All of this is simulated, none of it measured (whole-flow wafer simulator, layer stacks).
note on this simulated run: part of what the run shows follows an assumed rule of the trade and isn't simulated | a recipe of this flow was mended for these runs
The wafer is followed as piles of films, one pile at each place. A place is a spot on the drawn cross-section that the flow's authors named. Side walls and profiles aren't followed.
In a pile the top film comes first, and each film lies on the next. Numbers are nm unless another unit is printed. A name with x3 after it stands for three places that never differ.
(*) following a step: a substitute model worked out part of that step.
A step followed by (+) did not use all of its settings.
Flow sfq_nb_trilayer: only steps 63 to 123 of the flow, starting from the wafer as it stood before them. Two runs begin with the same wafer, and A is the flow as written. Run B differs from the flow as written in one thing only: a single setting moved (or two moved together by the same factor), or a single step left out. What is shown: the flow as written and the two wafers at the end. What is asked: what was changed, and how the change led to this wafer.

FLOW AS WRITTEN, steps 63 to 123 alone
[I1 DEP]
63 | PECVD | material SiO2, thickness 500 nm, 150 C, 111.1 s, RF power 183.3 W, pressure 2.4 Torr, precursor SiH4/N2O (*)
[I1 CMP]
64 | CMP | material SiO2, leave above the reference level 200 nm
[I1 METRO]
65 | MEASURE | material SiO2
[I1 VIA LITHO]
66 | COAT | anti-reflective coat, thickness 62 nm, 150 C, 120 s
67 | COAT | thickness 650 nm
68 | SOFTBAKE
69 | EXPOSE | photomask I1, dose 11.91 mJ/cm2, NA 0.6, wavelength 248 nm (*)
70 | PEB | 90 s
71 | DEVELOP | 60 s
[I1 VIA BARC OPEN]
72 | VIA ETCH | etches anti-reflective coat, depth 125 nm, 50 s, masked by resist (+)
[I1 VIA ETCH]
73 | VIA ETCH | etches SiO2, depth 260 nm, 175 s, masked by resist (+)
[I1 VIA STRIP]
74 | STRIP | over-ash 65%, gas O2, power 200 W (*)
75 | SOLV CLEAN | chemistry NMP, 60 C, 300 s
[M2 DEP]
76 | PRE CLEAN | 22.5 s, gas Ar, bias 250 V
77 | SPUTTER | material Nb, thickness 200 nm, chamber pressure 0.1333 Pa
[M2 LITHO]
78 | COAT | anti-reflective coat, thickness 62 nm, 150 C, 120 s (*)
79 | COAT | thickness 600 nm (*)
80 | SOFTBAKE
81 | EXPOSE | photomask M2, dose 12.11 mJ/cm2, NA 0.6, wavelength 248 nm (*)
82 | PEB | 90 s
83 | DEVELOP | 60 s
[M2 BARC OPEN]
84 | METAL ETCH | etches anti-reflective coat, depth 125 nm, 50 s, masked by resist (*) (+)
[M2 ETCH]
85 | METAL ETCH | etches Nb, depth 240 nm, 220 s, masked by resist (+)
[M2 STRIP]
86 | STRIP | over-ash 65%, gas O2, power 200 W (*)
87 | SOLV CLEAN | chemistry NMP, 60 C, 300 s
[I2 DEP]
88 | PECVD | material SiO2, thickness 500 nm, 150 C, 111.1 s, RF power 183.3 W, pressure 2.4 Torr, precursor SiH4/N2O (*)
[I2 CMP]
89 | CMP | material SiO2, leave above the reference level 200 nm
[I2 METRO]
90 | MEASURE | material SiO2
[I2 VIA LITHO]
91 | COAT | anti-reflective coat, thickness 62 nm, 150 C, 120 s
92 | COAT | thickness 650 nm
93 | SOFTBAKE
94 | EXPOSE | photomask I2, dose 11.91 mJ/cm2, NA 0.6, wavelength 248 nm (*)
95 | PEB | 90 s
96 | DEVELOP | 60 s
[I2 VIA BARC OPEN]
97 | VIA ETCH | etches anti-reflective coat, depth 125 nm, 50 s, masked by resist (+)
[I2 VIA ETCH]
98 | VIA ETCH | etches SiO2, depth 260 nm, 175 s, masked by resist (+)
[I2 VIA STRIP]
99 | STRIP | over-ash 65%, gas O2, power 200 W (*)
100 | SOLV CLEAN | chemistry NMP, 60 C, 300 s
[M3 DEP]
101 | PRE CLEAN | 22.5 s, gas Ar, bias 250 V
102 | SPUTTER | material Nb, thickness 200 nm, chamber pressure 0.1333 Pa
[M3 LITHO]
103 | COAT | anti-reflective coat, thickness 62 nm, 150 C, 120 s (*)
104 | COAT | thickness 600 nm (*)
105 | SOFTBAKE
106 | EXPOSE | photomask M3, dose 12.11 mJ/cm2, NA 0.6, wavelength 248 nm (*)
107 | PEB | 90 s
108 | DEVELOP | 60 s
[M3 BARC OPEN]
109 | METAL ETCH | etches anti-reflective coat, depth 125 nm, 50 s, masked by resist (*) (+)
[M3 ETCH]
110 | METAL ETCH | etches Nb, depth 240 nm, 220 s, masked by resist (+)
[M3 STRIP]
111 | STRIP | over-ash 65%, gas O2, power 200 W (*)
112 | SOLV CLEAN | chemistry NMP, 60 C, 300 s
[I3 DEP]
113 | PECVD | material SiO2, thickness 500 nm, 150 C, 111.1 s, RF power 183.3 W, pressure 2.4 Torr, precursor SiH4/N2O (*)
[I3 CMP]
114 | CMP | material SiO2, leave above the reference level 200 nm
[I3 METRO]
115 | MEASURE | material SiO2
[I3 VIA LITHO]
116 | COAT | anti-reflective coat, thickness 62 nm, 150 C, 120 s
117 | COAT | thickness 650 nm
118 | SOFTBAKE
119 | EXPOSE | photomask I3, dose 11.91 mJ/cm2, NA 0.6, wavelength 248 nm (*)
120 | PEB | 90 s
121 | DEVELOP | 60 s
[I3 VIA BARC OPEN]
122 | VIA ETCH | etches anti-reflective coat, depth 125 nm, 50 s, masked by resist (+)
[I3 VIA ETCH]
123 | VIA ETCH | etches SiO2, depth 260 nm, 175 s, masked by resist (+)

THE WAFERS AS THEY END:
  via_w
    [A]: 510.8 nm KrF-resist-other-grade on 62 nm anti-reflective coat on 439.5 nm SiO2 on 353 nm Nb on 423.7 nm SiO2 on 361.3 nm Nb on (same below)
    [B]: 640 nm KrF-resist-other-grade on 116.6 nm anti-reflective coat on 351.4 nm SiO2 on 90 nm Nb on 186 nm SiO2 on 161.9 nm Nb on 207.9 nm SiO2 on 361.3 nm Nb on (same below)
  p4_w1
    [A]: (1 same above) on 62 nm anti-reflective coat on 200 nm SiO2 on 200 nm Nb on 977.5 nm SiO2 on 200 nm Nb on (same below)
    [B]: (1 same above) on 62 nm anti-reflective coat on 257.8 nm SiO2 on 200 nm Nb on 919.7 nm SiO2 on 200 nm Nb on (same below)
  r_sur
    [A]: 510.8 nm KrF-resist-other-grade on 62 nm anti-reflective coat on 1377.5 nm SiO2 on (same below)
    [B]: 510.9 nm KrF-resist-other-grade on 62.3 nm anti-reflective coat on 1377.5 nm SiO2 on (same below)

What caused this: step 63, PECVD: 55.56 s was run, though the flow has 111.1 s.

Step by step, how the change led to this:
  63 | PECVD | material SiO2, thickness 500 nm, 150 C, 111.1 s, RF power 183.3 W, pressure 2.4 Torr, precursor SiH4/N2O (*)
      field_l, be, be_sur and 72 more: A SiO2 gains 500 | B SiO2 gains 250.2
      v_sur, via_wl, via_wr and 20 more: A SiO2 gains 500 (new film) | B SiO2 gains 250.2 (new film)
      (also at 8 further places)
  64 | CMP | material SiO2, leave above the reference level 200 nm
      field_l, be, be_sur and 72 more: A SiO2 loses 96 | B nothing
      lsp_m, ln_m6, lsp_r, l0_sur, l0v: A SiO2 loses 90.8 | B nothing
      (also at 26 further places)
  66 | COAT | anti-reflective coat, thickness 62 nm, 150 C, 120 s
      m0r_line_l x3, m0r_line_r x3: A anti-reflective coat gains 62 (new film) | B anti-reflective coat gains 41.9 (new film)
      m0r_space_l, m0r_space_r, m6r_space_l x2, m6r_space_r x2: A anti-reflective coat gains 62 (new film) | B anti-reflective coat gains 90.9 (new film)
      (also at 85 further places)
  67 | COAT | thickness 650 nm
      m0r_line_l x3, m0r_line_r x3: A KrF-resist-other-grade gains 650 (new film) | B KrF-resist-other-grade gains 701.2 (new film)
      be_sur, wl_g_sr: A KrF-resist-other-grade gains 650 (new film) | B KrF-resist-other-grade gains 688.4 (new film)
      (also at 60 further places)
  71 | DEVELOP | 60 s
      via_v: A KrF-resist-other-grade loses 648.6 (all of it) | B KrF-resist-other-grade loses 589.5 (all of it)
  74 | STRIP | over-ash 65%, gas O2, power 200 W (*)
      m0r_line_l x3, m0r_line_r x3: A KrF-resist-other-grade loses 510.8 (all of it), anti-reflective coat loses 62 (all of it) | B KrF-resist-other-grade loses 561.9 (all of it), anti-reflective coat loses 41.9 (all of it)
      m0r_space_l, m0r_space_r, m6r_space_l x2, m6r_space_r x2: A KrF-resist-other-grade loses 510.8 (all of it), anti-reflective coat loses 62 (all of it) | B KrF-resist-other-grade loses 522 (all of it), anti-reflective coat loses 90.9 (all of it)
      (also at 88 further places)
  77 | SPUTTER | material Nb, thickness 200 nm, chamber pressure 0.1333 Pa
      be, lsp_l: A Nb gains 200 (new film) | B Nb gains 186 (new film)
      via_w: A Nb gains 200 (new film) | B Nb gains 161.9 (new film)
  78 | COAT | anti-reflective coat, thickness 62 nm, 150 C, 120 s (*)
      m0r_line_l x3: A anti-reflective coat gains 62 (new film) | B anti-reflective coat gains 39.9 (new film)
      m0r_space_l, m6r_space_l x2: A anti-reflective coat gains 62 (new film) | B anti-reflective coat gains 89.6 (new film)
      (also at 91 further places)
  79 | COAT | thickness 600 nm (*)
      wl_b_sl, wl_b_m5, wl_b_sr: A KrF-resist-other-grade gains 600 (new film) | B KrF-resist-other-grade gains 586.4 (new film)
      m0r_line_l x3: A KrF-resist-other-grade gains 600 (new film) | B KrF-resist-other-grade gains 650.5 (new film)
      (also at 61 further places)
  83 | DEVELOP | 60 s
      m0r_line_l x3: A KrF-resist-other-grade loses 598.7 (all of it) | B KrF-resist-other-grade loses 649.1 (all of it)
      m0r_line_r x3: A KrF-resist-other-grade loses 598.7 (all of it) | B KrF-resist-other-grade loses 649.6 (all of it)
      (also at 39 further places)
  84 | METAL ETCH | etches anti-reflective coat, depth 125 nm, 50 s, masked by resist (*) (+)
      m5r_linepad_l, m5r_linepad_r, r5r_spacepad_l, r5r_spacepad_r, m8r_pad_l, m8r_pad_r: A anti-reflective coat loses 62 (all of it) | B anti-reflective coat loses 125
      m0r_line_l x3: A anti-reflective coat loses 62 (all of it) | B anti-reflective coat loses 39.9 (all of it)
      (also at 66 further places)
  85 | METAL ETCH | etches Nb, depth 240 nm, 220 s, masked by resist (+)
      m5r_linepad_l, m5r_linepad_r: A Nb loses 200 (all of it), SiO2 loses 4 | B anti-reflective coat loses 28.9 (all of it), Nb loses 200 (all of it), SiO2 loses 1.11
      r5r_spacepad_l, r5r_spacepad_r: A Nb loses 200 (all of it), SiO2 loses 4 | B anti-reflective coat loses 25.6 (all of it), Nb loses 200 (all of it), SiO2 loses 1.44
      (also at 4 further places)
  86 | STRIP | over-ash 65%, gas O2, power 200 W (*)
      v_sur: A KrF-resist-other-grade loses 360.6 (all of it), anti-reflective coat loses 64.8 (all of it) | B KrF-resist-other-grade loses 295.8 (all of it), anti-reflective coat loses 41.6 (all of it)
      via_wl: A KrF-resist-other-grade loses 357.4 (all of it), anti-reflective coat loses 67.7 (all of it) | B KrF-resist-other-grade loses 304.5 (all of it), anti-reflective coat loses 32.9 (all of it)
      (also at 20 further places)
  88 | PECVD | material SiO2, thickness 500 nm, 150 C, 111.1 s, RF power 183.3 W, pressure 2.4 Torr, precursor SiH4/N2O (*)
      wl_d_sl, wl_d_sr: A SiO2 gains 500 | B SiO2 gains 510.9
      via_w: A SiO2 gains 500 (new film) | B SiO2 gains 610.9 (new film)
  89 | CMP | material SiO2, leave above the reference level 200 nm
      field_l, be, be_sur and 79 more: A SiO2 loses 96 | B nothing
      via_w: A SiO2 loses 300 | B SiO2 loses 157.1
  91 | COAT | anti-reflective coat, thickness 62 nm, 150 C, 120 s
      be, p3_s0, m0r_space_l, m0r_space_r, m6r_space_l x2, m6r_space_r x2: A anti-reflective coat gains 62 (new film) | B anti-reflective coat gains 79.6 (new film)
      m0r_line_l x3, m0r_line_r x3: A anti-reflective coat gains 62 (new film) | B anti-reflective coat gains 72.6 (new film)
      (also at 56 further places)
  ... 17 other steps ...
  122 | VIA ETCH | etches anti-reflective coat, depth 125 nm, 50 s, masked by resist (+)
      via_v: A anti-reflective coat loses 62 (all of it), SiO2 loses 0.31 | B anti-reflective coat loses 71 (all of it), SiO2 loses 0.27
With metal films that touch counted as one body, via_w has 3 bodies (between them, from the top down: SiO2 186; SiO2 207.9); the flow as written gives 2 bodies (between them, from the top down: SiO2 423.7).
